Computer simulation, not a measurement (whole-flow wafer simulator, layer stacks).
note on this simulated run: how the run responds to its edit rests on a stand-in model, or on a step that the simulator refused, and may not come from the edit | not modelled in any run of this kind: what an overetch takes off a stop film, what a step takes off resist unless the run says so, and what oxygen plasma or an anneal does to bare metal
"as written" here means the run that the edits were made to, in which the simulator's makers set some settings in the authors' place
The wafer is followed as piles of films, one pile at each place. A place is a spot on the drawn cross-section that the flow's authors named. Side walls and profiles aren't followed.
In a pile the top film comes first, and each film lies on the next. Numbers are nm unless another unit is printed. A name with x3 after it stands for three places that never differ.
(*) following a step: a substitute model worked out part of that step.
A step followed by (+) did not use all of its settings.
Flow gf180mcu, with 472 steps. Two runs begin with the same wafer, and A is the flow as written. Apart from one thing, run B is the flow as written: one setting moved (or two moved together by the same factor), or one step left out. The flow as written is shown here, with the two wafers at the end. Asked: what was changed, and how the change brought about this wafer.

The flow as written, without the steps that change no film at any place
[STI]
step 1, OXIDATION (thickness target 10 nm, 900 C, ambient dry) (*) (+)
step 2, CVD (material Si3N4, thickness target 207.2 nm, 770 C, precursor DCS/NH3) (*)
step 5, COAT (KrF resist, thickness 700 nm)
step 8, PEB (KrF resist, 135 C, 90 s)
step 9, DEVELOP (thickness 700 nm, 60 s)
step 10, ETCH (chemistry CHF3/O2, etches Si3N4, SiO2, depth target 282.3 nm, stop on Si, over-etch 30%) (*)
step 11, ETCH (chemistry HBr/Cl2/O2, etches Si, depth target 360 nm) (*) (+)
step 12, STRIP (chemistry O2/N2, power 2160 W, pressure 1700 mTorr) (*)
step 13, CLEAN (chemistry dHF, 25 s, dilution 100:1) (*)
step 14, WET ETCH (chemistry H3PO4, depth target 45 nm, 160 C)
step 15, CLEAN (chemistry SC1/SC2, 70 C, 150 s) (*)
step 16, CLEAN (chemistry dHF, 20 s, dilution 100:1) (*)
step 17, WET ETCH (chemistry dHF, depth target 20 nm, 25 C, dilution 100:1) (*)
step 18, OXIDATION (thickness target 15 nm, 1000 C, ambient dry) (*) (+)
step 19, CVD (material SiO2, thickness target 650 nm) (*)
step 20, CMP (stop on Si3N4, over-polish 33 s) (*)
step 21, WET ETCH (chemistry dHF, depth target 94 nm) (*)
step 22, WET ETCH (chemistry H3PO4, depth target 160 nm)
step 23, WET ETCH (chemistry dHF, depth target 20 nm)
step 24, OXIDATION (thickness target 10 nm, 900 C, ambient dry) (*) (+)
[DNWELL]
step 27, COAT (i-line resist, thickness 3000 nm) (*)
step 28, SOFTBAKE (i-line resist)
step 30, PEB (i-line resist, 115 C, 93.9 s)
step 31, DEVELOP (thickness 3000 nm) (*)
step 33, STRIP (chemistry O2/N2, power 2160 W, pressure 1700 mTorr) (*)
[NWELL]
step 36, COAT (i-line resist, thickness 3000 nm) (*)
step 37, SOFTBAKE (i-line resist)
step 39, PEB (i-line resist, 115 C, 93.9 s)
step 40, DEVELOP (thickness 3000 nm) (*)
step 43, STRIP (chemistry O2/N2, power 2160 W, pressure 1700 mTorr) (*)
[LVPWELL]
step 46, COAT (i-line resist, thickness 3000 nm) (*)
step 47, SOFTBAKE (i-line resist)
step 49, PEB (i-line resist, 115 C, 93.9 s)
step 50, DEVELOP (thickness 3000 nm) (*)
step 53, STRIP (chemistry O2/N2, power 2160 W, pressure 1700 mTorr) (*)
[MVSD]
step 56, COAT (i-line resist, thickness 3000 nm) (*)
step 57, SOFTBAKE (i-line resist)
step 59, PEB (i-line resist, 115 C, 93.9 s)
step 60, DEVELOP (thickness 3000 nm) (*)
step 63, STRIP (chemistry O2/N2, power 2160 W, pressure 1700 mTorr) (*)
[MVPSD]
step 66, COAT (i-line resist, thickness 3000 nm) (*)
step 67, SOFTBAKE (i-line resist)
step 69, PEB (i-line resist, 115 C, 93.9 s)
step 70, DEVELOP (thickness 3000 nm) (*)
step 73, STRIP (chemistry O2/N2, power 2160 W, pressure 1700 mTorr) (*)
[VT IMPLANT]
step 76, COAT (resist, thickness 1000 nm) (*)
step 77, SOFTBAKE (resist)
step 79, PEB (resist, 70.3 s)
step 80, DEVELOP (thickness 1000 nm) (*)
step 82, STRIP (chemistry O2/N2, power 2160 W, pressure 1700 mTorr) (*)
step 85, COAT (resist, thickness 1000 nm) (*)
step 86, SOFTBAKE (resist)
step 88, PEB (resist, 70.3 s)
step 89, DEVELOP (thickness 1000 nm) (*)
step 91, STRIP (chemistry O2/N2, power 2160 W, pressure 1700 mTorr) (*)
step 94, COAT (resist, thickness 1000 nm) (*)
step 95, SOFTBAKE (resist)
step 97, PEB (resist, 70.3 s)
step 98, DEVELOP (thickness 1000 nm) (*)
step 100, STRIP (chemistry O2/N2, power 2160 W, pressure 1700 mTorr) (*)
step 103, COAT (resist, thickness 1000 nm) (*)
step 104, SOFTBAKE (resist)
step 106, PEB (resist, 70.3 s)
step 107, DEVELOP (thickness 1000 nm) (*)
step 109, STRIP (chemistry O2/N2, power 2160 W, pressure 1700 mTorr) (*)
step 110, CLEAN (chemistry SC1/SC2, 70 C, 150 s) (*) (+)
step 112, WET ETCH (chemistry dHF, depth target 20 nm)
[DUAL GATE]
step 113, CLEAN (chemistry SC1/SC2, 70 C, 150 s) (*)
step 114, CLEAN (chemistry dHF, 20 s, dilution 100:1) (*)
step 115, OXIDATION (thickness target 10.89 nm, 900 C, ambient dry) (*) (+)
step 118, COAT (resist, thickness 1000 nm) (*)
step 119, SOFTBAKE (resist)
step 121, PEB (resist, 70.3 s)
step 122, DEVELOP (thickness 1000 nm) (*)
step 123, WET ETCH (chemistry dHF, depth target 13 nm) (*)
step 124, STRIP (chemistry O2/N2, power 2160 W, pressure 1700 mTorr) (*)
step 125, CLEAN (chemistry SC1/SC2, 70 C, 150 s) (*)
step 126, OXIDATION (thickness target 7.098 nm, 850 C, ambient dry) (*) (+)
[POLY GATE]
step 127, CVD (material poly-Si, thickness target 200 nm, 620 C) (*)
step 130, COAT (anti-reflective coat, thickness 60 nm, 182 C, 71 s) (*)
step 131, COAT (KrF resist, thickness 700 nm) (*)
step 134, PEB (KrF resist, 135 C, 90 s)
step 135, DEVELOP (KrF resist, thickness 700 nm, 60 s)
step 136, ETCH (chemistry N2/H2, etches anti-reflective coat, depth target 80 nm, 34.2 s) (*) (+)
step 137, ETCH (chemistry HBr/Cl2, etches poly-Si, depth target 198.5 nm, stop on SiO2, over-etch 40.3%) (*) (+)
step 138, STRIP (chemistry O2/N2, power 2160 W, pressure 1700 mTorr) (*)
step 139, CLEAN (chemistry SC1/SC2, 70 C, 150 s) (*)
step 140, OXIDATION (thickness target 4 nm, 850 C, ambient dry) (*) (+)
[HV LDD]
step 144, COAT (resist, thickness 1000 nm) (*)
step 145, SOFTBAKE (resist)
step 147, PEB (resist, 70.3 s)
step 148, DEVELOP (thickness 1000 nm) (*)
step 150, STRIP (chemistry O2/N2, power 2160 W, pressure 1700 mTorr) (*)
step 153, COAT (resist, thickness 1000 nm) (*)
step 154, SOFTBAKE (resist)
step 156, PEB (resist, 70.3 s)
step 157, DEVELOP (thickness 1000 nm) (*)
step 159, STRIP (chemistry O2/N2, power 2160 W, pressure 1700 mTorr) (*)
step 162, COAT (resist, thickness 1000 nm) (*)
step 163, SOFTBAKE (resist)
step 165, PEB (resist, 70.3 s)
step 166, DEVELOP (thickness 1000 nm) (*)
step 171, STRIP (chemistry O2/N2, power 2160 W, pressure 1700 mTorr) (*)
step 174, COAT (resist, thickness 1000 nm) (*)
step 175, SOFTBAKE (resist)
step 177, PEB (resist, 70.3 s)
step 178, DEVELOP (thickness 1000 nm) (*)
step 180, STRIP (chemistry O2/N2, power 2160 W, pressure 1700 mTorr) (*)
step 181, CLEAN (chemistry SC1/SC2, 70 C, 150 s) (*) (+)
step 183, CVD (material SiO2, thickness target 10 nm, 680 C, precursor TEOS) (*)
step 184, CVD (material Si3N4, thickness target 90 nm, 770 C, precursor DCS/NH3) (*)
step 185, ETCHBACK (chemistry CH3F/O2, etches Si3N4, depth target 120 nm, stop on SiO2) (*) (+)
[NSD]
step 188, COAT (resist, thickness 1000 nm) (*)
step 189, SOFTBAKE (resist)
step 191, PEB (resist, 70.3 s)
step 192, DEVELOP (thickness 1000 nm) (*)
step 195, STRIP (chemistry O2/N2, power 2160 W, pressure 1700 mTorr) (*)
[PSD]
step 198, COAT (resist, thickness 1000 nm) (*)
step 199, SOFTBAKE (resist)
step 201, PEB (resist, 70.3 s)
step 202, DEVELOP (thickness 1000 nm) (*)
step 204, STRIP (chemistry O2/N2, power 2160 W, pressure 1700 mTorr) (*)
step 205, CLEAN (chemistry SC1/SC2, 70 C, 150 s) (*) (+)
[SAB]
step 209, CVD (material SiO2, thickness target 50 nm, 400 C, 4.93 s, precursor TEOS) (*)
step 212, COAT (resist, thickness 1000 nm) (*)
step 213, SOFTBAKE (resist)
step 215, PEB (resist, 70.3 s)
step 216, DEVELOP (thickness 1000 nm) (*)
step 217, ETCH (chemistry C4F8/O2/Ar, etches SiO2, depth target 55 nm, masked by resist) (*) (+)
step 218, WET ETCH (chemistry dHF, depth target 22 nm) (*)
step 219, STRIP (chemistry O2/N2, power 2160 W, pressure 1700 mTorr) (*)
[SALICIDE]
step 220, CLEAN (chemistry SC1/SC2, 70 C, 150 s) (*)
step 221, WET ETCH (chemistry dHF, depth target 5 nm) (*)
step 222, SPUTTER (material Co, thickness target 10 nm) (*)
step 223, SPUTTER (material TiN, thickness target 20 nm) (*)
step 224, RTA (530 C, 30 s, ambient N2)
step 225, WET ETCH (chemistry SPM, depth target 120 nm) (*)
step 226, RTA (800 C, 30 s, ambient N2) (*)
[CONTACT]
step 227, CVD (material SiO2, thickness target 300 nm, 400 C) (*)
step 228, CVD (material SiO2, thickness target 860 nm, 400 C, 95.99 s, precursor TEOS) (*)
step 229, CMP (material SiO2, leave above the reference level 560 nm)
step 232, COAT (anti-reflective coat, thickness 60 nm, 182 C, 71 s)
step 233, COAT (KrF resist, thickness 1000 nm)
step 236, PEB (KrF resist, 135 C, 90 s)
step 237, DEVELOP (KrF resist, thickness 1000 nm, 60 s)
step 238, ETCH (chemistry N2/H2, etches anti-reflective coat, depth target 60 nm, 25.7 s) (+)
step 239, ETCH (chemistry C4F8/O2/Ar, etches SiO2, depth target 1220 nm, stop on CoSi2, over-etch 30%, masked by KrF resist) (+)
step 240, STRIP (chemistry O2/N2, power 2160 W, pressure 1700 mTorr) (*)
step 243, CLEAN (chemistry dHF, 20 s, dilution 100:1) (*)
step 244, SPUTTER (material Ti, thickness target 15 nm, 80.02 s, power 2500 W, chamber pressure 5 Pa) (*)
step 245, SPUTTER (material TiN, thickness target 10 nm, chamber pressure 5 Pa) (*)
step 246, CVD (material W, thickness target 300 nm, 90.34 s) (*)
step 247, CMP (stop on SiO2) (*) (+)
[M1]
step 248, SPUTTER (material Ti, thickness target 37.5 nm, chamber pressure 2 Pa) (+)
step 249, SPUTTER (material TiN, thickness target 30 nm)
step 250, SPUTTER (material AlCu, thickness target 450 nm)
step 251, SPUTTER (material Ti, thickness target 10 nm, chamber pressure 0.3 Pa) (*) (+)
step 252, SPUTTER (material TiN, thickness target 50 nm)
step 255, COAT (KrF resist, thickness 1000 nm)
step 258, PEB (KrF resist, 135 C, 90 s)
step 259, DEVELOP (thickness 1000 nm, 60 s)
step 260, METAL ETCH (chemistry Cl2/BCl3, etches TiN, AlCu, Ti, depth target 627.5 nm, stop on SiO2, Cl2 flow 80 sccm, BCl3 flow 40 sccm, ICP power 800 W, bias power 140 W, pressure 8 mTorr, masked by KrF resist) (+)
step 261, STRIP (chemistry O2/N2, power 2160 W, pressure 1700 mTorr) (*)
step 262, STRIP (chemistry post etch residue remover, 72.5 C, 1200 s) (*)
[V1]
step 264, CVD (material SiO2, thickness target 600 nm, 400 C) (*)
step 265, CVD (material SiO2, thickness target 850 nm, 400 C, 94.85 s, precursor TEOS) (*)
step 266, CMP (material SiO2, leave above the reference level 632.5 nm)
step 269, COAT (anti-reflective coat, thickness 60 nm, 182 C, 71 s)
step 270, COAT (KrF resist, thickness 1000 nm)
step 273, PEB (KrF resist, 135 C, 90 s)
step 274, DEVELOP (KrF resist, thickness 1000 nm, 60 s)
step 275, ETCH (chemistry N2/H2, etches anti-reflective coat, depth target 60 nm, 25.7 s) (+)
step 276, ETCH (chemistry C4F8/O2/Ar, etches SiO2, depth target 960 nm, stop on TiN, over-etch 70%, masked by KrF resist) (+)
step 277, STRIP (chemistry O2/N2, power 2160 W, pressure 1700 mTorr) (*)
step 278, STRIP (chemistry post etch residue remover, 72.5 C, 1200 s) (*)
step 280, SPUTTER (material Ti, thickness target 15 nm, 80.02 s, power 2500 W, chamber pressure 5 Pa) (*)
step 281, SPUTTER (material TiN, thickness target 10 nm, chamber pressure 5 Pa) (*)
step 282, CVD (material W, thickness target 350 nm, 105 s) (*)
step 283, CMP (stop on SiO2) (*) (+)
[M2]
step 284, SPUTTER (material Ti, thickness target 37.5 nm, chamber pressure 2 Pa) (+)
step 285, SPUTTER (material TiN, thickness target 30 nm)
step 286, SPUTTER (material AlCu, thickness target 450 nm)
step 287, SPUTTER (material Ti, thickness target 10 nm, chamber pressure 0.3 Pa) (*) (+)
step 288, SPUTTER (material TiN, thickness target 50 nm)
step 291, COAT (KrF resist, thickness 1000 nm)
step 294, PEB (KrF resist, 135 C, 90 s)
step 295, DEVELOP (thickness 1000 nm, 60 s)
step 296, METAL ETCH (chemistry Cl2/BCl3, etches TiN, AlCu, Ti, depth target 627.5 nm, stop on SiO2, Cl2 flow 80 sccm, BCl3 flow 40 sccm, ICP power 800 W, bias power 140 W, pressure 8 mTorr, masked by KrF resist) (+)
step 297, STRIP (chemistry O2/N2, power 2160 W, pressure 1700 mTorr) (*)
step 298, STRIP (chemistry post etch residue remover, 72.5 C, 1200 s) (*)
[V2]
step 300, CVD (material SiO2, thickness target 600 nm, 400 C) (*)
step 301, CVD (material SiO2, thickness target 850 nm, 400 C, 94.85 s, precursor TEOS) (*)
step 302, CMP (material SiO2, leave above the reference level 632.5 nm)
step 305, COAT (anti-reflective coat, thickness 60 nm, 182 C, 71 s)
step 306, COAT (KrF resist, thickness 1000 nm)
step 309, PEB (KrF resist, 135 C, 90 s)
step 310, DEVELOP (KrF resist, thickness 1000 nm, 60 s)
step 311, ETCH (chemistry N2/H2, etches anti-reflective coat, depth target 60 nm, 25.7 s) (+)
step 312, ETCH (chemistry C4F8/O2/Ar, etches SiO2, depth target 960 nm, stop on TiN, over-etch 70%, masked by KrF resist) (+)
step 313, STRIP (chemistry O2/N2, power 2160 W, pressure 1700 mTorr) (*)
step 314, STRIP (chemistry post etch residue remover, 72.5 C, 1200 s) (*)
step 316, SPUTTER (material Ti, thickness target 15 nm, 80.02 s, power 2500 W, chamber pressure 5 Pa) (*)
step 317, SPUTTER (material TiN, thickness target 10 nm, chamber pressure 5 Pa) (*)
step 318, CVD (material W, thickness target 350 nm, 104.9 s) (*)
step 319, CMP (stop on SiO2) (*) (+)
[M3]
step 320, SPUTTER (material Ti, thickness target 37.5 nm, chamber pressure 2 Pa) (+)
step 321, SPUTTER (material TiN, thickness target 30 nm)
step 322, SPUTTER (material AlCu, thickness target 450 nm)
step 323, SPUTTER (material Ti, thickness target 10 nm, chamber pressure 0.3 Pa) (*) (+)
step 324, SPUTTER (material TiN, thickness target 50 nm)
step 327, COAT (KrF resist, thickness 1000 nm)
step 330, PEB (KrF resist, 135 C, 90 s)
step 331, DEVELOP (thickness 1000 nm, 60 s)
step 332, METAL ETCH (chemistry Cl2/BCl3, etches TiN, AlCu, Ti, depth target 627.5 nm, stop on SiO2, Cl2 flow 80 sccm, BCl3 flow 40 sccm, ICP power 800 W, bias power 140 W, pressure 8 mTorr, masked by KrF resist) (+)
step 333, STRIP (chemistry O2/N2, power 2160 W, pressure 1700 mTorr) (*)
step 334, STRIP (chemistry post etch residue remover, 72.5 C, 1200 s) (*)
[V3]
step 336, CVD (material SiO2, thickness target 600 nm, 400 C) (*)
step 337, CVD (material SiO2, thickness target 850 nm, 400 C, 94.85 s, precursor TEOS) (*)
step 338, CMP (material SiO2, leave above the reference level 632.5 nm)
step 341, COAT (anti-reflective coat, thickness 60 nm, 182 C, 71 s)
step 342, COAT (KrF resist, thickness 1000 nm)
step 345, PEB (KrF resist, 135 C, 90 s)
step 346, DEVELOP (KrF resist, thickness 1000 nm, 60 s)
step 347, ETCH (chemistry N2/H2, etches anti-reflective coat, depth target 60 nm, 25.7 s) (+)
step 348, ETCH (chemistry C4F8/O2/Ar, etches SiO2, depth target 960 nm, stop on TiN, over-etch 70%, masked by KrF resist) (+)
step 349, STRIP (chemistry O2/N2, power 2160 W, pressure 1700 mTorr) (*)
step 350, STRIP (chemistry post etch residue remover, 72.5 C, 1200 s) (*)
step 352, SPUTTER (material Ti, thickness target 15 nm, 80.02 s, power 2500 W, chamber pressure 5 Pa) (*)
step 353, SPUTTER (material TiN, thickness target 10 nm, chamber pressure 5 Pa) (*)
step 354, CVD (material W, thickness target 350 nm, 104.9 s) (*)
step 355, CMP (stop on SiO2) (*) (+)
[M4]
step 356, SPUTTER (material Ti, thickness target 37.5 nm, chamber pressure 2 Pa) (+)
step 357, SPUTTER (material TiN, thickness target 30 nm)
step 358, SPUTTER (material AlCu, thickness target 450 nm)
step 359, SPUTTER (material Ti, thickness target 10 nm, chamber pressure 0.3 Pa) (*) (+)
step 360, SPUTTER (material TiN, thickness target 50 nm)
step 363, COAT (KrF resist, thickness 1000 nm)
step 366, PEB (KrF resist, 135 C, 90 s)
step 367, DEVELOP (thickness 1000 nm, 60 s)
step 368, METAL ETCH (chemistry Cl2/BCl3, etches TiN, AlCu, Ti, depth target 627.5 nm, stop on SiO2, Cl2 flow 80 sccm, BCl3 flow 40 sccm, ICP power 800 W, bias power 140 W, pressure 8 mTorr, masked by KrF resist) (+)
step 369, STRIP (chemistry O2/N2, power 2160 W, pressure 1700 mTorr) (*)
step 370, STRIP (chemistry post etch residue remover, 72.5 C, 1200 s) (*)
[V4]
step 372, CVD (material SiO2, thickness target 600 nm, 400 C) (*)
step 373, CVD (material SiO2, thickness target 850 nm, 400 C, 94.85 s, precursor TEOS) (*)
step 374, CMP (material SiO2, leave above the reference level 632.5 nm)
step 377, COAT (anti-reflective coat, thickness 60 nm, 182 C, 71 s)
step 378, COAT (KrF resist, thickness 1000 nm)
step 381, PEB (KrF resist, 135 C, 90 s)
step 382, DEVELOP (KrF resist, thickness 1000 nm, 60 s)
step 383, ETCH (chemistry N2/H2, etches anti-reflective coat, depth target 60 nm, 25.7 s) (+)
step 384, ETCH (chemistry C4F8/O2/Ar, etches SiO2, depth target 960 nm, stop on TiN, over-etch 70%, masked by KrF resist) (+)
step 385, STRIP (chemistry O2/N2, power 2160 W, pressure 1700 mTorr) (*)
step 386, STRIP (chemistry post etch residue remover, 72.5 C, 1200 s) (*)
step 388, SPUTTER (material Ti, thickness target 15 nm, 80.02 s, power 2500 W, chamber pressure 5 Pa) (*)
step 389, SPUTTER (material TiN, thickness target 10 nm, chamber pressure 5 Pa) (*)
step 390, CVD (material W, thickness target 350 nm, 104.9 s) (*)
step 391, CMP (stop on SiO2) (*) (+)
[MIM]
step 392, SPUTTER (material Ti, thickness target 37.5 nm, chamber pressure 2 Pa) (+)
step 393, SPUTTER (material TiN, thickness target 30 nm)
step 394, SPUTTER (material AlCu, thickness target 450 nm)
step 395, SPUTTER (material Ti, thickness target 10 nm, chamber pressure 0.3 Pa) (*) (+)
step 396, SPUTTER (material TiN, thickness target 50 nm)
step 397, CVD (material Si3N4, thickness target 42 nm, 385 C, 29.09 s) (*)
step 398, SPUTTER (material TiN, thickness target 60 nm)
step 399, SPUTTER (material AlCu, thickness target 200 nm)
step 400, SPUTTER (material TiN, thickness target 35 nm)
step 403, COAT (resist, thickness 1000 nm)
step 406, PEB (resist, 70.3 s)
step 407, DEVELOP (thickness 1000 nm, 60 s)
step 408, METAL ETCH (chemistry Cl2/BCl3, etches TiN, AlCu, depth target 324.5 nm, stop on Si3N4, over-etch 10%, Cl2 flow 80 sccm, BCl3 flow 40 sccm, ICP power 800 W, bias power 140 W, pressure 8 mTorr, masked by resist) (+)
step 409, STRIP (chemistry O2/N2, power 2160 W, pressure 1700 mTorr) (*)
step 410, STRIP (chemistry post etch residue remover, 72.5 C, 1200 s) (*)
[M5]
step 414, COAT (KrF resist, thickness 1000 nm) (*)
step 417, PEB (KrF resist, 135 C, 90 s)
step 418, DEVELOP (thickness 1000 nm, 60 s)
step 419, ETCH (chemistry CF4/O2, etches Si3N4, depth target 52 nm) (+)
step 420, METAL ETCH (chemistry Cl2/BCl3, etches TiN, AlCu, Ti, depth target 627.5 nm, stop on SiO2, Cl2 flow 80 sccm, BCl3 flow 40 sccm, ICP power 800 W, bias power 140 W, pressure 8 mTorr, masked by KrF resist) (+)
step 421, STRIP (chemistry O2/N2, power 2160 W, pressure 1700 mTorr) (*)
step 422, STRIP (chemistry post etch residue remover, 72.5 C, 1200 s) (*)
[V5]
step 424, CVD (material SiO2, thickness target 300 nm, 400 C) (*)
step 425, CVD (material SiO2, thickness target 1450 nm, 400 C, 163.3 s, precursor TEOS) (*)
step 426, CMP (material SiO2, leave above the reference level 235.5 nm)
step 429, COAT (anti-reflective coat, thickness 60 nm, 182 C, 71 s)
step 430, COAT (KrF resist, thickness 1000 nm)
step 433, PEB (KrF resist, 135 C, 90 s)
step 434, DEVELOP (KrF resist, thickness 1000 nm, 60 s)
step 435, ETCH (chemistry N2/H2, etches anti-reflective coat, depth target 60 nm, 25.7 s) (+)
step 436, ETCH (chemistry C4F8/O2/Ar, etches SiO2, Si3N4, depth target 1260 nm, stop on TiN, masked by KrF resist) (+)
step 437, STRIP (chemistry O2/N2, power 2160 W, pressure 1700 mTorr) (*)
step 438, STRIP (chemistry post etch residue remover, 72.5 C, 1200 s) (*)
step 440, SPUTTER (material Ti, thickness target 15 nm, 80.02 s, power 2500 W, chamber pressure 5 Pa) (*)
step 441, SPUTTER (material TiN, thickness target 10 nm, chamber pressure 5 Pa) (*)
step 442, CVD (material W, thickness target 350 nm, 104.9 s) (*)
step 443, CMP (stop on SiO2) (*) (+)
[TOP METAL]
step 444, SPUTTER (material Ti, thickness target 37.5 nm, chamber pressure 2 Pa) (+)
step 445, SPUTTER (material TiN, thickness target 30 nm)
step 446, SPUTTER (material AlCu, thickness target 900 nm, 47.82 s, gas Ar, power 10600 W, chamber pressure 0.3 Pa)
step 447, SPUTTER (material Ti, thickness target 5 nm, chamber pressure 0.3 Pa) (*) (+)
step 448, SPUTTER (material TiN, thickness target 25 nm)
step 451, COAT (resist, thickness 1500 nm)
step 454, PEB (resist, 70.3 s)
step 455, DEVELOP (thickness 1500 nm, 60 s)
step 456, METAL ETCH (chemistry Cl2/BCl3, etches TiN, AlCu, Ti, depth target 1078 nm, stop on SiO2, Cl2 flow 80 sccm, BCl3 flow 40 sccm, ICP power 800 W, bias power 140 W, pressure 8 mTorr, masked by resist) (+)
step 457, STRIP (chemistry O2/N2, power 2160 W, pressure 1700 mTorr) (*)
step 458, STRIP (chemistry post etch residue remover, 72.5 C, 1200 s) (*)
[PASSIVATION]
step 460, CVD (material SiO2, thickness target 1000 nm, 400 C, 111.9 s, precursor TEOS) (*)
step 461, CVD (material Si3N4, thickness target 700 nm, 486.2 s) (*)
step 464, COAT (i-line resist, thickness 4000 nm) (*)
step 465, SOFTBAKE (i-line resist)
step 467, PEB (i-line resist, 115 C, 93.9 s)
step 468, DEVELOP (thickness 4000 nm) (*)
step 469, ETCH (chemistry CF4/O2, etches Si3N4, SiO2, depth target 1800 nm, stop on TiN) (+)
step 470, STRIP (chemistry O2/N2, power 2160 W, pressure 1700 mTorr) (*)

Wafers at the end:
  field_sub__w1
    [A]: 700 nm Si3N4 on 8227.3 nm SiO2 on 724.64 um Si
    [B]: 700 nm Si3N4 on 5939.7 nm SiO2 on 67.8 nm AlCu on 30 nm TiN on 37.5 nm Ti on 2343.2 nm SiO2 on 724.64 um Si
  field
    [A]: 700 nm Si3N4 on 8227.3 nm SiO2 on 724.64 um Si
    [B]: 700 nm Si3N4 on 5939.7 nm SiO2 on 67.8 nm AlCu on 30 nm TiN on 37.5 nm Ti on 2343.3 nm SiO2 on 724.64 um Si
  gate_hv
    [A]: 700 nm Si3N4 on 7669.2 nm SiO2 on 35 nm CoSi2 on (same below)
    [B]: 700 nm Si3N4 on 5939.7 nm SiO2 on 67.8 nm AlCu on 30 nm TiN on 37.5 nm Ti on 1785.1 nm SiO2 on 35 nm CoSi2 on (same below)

The reason: step 286, SPUTTER: thickness target 641 nm was run, though the flow has thickness target 450 nm.

How this came from the change, step by step:
  step 286, SPUTTER (material AlCu, thickness target 450 nm)
      field, field__w1, field__w2 and 108 more: A +450 AlCu (new film) | B +641 AlCu (new film)
  step 296, METAL ETCH (chemistry Cl2/BCl3, etches TiN, AlCu, Ti, depth target 627.5 nm, stop on SiO2, Cl2 flow 80 sccm, BCl3 flow 40 sccm, ICP power 800 W, bias power 140 W, pressure 8 mTorr, masked by KrF resist) (+)
      field, field__w1, field__w2 and 103 more: A -50 TiN (all of it), -10 Ti (all of it), -450 AlCu (all of it), -30 TiN (all of it), -37.5 Ti (all of it) | B -50 TiN (all of it), -10 Ti (all of it), -567.5 AlCu
  step 298, STRIP (chemistry post etch residue remover, 72.5 C, 1200 s) (*)
      field, field__w1, field__w2 and 103 more: A nothing | B -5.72 AlCu
  step 300, CVD (material SiO2, thickness target 600 nm, 400 C) (*)
      field, field__w1, field__w2 and 103 more: A +600 SiO2 | B +600 SiO2 (new film)
  step 302, CMP (material SiO2, leave above the reference level 632.5 nm)
      field, field__w1, field__w2 and 103 more: A -300 SiO2 | B -244.3 SiO2
With metal films that touch counted as one body, field_sub__w1 has 1 body; the flow as written gives 0 bodies.
With metal films that touch counted as one body, field has 1 body; the flow as written gives 0 bodies.
With metal films that touch counted as one body, gate_hv has 2 bodies (between them, from the top down: SiO2 1785.1); the flow as written gives 1 body.
